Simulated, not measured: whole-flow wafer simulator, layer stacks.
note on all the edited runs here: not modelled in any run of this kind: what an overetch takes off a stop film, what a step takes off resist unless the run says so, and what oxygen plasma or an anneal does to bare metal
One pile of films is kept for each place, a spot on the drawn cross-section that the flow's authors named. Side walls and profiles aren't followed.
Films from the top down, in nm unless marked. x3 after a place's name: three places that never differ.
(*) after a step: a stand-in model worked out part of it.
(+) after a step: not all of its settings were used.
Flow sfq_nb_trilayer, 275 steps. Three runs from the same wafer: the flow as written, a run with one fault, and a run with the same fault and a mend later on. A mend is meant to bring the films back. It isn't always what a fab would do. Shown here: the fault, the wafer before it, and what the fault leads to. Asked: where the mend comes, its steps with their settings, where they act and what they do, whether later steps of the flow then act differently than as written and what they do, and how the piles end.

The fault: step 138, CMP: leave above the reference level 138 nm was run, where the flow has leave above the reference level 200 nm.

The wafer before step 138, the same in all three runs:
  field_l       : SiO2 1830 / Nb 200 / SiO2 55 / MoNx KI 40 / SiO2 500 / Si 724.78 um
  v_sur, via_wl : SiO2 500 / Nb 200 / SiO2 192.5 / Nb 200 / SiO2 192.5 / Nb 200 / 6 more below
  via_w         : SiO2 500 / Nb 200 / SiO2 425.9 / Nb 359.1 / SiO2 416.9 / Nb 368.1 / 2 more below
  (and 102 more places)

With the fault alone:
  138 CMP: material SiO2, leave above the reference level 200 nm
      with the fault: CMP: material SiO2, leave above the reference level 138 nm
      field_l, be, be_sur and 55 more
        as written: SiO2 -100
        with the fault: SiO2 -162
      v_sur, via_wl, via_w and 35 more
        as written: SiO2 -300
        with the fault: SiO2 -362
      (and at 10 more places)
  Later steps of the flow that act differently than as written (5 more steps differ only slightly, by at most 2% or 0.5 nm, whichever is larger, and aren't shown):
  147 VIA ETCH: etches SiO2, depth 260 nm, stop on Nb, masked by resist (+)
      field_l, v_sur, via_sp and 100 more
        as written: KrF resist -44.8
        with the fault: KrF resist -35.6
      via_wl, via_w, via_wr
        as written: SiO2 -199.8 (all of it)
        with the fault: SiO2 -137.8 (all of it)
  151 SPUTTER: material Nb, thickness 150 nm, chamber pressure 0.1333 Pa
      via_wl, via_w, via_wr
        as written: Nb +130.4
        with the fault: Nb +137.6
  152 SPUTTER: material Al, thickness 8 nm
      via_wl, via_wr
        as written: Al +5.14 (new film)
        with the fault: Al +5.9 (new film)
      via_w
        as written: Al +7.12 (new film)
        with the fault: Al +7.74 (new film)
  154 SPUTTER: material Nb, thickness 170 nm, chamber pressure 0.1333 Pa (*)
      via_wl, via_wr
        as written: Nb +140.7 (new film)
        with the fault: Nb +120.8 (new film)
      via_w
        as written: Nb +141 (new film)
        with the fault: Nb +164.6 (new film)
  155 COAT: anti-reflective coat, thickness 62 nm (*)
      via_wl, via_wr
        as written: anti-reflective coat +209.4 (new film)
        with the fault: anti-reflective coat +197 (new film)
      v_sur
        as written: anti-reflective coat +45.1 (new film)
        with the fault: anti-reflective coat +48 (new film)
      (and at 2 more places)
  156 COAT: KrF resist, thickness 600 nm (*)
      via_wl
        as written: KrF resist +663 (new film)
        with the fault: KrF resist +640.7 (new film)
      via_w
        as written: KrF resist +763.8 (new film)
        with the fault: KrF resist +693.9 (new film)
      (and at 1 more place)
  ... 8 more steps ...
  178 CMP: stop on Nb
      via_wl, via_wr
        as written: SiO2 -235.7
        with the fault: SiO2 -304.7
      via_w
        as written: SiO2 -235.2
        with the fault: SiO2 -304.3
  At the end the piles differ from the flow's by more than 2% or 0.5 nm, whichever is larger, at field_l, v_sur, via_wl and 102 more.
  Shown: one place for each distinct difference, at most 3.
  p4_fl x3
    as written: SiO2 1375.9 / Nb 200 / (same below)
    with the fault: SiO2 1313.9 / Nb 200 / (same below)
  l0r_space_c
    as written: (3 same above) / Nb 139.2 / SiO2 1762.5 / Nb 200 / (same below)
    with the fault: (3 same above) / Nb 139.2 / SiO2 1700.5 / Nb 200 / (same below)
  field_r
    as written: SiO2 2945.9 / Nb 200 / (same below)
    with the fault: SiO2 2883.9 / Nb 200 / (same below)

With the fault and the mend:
  The mend comes after step 139.
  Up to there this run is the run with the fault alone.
  139a PECVD: material SiO2, thickness 62 nm, 150 C, 13.78 s, RF power 183.3 W, pressure 2.4 Torr, precursor SiH4/N2O (the flow's step 137 once more, with other settings)
      field_l, v_sur, via_wl and 103 more
        SiO2 +62
  No later step of the flow acts differently than as written, at any place that is followed, by more than 2% or 0.5 nm, whichever is larger.
  At the end the piles are the same as the flow's at every place that both follow.
